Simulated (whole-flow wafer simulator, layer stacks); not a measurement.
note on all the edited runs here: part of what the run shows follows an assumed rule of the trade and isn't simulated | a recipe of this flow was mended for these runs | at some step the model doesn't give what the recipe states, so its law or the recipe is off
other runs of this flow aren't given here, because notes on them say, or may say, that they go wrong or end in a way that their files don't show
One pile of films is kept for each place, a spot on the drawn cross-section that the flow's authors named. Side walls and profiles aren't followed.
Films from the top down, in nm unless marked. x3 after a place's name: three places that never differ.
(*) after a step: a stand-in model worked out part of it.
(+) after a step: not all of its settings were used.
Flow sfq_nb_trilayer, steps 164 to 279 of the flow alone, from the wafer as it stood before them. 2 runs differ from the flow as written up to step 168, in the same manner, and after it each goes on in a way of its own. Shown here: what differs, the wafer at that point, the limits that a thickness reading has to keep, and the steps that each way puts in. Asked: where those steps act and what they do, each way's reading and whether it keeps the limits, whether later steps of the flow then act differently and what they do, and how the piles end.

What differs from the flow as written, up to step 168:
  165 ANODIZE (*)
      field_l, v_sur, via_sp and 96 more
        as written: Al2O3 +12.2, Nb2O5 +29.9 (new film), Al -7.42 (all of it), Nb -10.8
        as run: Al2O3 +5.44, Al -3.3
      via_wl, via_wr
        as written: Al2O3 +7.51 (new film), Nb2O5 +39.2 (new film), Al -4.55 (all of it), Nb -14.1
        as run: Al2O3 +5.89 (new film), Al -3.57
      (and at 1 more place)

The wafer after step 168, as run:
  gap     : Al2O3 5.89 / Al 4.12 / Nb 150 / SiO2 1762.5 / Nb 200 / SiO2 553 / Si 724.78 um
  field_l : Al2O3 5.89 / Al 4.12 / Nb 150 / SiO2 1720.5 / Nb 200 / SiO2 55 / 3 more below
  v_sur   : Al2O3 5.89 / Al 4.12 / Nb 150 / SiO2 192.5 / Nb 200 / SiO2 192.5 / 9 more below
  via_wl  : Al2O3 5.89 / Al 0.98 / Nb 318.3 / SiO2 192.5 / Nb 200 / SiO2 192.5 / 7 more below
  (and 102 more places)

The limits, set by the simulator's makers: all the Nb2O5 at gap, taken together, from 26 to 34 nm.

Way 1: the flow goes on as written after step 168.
  The reading after step 168: 0 nm, outside the limits.
  Later steps of the flow that act differently than as written (10 more steps differ only slightly, by at most 2% or 0.5 nm, whichever is larger, and aren't shown):
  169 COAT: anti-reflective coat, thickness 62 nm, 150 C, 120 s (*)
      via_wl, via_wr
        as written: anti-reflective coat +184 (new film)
        this way: anti-reflective coat +189.5 (new film)
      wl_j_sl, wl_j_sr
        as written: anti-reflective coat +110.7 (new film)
        this way: anti-reflective coat +118.5 (new film)
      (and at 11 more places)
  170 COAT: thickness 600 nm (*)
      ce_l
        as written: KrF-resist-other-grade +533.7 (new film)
        this way: KrF-resist-other-grade +521.5 (new film)
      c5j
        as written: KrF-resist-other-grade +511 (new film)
        this way: KrF-resist-other-grade +497.9 (new film)
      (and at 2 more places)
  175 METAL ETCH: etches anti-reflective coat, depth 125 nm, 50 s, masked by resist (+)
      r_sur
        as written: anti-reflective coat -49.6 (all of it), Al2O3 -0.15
        this way: anti-reflective coat -48.4 (all of it), Al2O3 -0.15
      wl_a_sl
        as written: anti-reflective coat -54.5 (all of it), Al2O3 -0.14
        this way: anti-reflective coat -50.8 (all of it), Al2O3 -0.15
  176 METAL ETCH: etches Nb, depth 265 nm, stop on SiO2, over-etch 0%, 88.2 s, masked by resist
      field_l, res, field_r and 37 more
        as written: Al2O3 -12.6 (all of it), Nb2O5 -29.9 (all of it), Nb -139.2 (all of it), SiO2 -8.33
        this way: Al2O3 -5.76 (all of it), Al -4.12 (all of it), Nb -150 (all of it)
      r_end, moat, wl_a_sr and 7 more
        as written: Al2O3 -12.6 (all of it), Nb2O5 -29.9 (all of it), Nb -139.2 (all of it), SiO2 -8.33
        this way: Al2O3 -5.77 (all of it), Al -4.12 (all of it), Nb -150 (all of it)
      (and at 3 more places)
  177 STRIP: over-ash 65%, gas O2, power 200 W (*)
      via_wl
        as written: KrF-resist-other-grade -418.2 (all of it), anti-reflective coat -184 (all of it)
        this way: KrF-resist-other-grade -417.1 (all of it), anti-reflective coat -189.5 (all of it)
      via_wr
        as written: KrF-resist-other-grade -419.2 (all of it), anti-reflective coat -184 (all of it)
        this way: KrF-resist-other-grade -418 (all of it), anti-reflective coat -189.5 (all of it)
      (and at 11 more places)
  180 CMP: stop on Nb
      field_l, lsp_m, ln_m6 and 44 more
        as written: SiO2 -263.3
        this way: SiO2 -271.6
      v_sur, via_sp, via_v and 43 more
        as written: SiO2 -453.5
        this way: SiO2 -431.6
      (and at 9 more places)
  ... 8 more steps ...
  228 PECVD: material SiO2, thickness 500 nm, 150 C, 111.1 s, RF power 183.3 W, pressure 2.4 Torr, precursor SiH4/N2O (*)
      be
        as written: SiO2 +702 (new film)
        this way: SiO2 +669.5 (new film)
  At the end the piles differ from the flow's by more than 2% or 0.5 nm, whichever is larger, at v_sur, via_wl, via_w and 46 more.
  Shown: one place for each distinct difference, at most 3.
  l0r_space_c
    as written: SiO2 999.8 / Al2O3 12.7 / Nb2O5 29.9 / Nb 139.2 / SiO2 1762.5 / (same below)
    this way: SiO2 1021.7 / Al2O3 5.89 / Al 4.12 / Nb 150 / SiO2 1762.5 / (same below)
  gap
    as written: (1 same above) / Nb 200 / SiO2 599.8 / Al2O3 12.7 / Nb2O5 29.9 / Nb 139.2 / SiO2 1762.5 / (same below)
    this way: (1 same above) / Nb 200 / SiO2 621.7 / Al2O3 5.89 / Al 4.12 / Nb 150 / SiO2 1762.5 / (same below)
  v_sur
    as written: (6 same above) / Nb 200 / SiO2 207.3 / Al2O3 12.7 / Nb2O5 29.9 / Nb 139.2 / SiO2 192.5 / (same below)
    this way: (6 same above) / Nb 200 / SiO2 229.2 / Al2O3 5.89 / Al 4.12 / Nb 150 / SiO2 192.5 / (same below)

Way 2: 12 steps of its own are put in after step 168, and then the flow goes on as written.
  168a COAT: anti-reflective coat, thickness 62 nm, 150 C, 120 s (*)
      field_l, field_r, ln_m5 and 55 more
        anti-reflective coat +62 (new film)
      wl_b_m5, wl_b_sr, wl_c_m6 and 9 more
        anti-reflective coat +62.5 (new film)
      lsp_l, lsp_r, l0_sur, l0v
        anti-reflective coat +61.9 (new film)
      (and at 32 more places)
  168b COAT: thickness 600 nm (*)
      lsp_m, ln_m6, lsp_r and 55 more
        KrF-resist-other-grade +600 (new film)
      wl_c_sl, wl_c_m6, wl_c_sr, wl_e_sr, wl_f_sl
        KrF-resist-other-grade +601.9 (new film)
      wl_d_sl, wl_d_m1, wl_d_sr, wl_e_sl, wl_e_m5
        KrF-resist-other-grade +601.8 (new film)
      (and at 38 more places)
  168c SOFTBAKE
      changes no film at any place that is followed
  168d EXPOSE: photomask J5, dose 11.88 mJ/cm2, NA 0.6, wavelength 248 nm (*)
      changes no film at any place that is followed
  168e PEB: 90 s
      be, r_end, moat and 61 more
        KrF-resist-other-grade -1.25
      res, wl_a_sr, wl_b_sl and 17 more
        KrF-resist-other-grade -1.26
      field_l, wl_j_sl, wl_j_sr
        KrF-resist-other-grade -1.21
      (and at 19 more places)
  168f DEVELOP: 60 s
      ln_m6, lsp_r, l0_sur and 54 more
        KrF-resist-other-grade -598.7 (all of it)
      wl_c_m6, wl_c_sr, wl_d_sl, wl_d_m1, wl_d_sr, wl_e_sl, wl_e_m5, wl_e_sr
        KrF-resist-other-grade -600.6 (all of it)
      ce_l, c5j, ce_r, wl_jj
        KrF-resist-other-grade -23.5
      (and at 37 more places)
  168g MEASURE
      changes no film at any place that is followed
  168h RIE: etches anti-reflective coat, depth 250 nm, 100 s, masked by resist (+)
      field_l, field_r, ln_m5 and 55 more
        anti-reflective coat -62 (all of it), Al2O3 -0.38
      wl_b_m5, wl_c_m6, wl_c_sr and 6 more
        anti-reflective coat -62.5 (all of it), Al2O3 -0.38
      ce_l, c5j, ce_r, wl_jj
        KrF-resist-other-grade -250
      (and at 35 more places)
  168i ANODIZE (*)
      field_l, via_v, wire and 84 more
        Al2O3 +6.8, Nb2O5 +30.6 (new film), Al -4.12 (all of it), Nb -11
      via_sp, be_sur, gap, be_r, r_sur, wl_a_sl, wl_a_m6
        Al2O3 +6.8, Nb2O5 +30.7 (new film), Al -4.12 (all of it), Nb -11
      jj_sur, sp_r, wl_j_sl, wl_j_sr
        Al2O3 +6.8, Nb2O5 +30.4 (new film), Al -4.12 (all of it), Nb -10.9
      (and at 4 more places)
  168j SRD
      changes no film at any place that is followed
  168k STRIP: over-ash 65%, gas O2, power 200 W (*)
      ce_l
        KrF-resist-other-grade -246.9 (all of it), anti-reflective coat -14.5 (all of it)
      c5j
        KrF-resist-other-grade -223.4 (all of it), anti-reflective coat -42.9 (all of it)
      ce_r
        KrF-resist-other-grade -246.3 (all of it), anti-reflective coat -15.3 (all of it)
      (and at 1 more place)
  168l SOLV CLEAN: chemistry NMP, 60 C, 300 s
      changes no film at any place that is followed
  The reading after step 168l: 30.7 nm, within the limits.
  Later steps of the flow that act differently than as written (18 more steps differ only slightly, by at most 2% or 0.5 nm, whichever is larger, and aren't shown):
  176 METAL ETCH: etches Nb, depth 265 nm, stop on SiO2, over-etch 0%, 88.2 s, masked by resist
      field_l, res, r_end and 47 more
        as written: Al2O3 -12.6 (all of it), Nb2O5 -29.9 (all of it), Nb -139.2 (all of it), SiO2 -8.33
        this way: Al2O3 -12.2 (all of it), Nb2O5 -30.6 (all of it), Nb -139 (all of it), SiO2 -8.32
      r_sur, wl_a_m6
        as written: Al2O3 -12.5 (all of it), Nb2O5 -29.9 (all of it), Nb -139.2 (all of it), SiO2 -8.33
        this way: Al2O3 -12.1 (all of it), Nb2O5 -30.7 (all of it), Nb -139 (all of it), SiO2 -8.32
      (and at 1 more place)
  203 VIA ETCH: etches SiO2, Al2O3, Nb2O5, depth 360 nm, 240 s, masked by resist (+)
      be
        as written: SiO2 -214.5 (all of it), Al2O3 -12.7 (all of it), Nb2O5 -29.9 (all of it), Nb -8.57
        this way: SiO2 -214.5 (all of it), Al2O3 -12.3 (all of it), Nb2O5 -30.6 (all of it), Nb -8.55
  At the end the piles differ from the flow's by more than 2% or 0.5 nm, whichever is larger, at v_sur, via_sp, via_v and 38 more.
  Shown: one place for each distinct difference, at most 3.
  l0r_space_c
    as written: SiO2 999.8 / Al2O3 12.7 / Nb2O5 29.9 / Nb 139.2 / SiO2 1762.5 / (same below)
    this way: SiO2 999.8 / Al2O3 12.3 / Nb2O5 30.6 / Nb 139 / SiO2 1762.5 / (same below)
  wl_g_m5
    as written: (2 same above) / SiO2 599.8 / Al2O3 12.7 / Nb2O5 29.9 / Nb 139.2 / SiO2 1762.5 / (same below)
    this way: (2 same above) / SiO2 599.8 / Al2O3 12.3 / Nb2O5 30.6 / Nb 139 / SiO2 1762.5 / (same below)
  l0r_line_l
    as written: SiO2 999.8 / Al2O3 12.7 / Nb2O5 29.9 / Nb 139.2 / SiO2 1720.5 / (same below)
    this way: SiO2 999.8 / Al2O3 12.3 / Nb2O5 30.6 / Nb 139 / SiO2 1720.5 / (same below)

Within the limits: way 2. Outside them: way 1.
